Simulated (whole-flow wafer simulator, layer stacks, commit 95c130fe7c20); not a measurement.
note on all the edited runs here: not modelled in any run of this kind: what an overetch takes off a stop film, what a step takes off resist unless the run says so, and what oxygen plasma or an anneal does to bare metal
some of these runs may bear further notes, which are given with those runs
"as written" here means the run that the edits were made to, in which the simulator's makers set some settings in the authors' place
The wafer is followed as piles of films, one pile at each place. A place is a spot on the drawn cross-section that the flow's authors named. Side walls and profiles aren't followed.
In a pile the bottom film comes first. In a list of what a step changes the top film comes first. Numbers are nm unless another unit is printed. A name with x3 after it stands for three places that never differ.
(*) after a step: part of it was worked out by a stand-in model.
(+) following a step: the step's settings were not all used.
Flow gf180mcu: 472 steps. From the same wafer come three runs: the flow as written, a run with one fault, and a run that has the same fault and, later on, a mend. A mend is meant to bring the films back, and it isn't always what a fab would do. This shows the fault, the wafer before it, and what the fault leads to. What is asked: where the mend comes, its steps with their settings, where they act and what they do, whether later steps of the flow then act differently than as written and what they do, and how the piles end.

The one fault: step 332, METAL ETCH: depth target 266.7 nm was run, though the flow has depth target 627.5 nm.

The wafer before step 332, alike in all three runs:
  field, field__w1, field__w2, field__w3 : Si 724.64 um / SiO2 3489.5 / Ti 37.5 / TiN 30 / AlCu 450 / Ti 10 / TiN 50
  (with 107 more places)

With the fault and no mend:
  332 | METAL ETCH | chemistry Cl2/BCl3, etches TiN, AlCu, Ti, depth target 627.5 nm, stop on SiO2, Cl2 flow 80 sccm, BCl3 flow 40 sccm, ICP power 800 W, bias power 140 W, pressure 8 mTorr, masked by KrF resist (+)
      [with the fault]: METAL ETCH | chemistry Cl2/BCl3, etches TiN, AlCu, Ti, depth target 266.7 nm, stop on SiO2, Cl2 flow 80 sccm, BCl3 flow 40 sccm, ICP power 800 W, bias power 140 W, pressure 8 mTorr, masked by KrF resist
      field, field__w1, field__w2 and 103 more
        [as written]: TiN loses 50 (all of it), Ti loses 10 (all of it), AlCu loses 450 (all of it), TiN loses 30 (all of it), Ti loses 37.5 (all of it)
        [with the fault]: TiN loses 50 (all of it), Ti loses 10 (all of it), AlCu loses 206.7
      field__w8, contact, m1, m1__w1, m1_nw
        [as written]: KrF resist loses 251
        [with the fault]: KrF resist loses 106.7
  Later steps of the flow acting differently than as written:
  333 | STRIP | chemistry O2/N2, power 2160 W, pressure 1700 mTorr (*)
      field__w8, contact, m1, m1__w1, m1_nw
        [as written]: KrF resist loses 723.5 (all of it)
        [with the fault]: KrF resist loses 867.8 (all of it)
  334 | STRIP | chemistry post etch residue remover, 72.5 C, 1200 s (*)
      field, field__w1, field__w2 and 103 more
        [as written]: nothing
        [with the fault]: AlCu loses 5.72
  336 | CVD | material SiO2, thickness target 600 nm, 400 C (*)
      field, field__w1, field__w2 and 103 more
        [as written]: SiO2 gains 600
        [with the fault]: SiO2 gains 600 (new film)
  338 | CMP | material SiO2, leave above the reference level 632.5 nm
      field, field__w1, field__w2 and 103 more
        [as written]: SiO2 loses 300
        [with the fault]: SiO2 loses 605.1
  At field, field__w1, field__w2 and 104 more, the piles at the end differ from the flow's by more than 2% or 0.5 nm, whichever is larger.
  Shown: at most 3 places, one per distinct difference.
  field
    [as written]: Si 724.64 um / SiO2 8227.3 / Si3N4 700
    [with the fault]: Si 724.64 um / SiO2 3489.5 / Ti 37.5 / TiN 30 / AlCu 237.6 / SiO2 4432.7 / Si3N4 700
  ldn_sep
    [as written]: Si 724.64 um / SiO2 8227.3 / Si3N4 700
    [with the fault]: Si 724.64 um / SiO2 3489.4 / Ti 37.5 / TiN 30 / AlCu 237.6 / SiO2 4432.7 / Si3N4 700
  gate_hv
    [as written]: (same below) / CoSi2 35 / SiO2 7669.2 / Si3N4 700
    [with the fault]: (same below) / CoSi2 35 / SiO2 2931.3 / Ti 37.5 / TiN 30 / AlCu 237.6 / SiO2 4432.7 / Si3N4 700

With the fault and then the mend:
  The mend follows step 332.
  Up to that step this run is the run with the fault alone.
  332a | METAL ETCH | chemistry Cl2/BCl3, etches TiN, AlCu, Ti, depth target 360.8 nm, stop on SiO2, Cl2 flow 80 sccm, BCl3 flow 40 sccm, ICP power 800 W, bias power 140 W, pressure 8 mTorr, masked by KrF resist (+) (a further turn of the flow's step 332, with different settings)
      field, field__w1, field__w2 and 103 more
        AlCu loses 243.3 (all of it), TiN loses 30 (all of it), Ti loses 37.5 (all of it)
      field__w8, contact, m1, m1__w1, m1_nw
        KrF resist loses 144.3
  None of the later steps of the flow acts differently than as written at any place that is followed.
  The piles end the same as the flow's at every place that both follow.
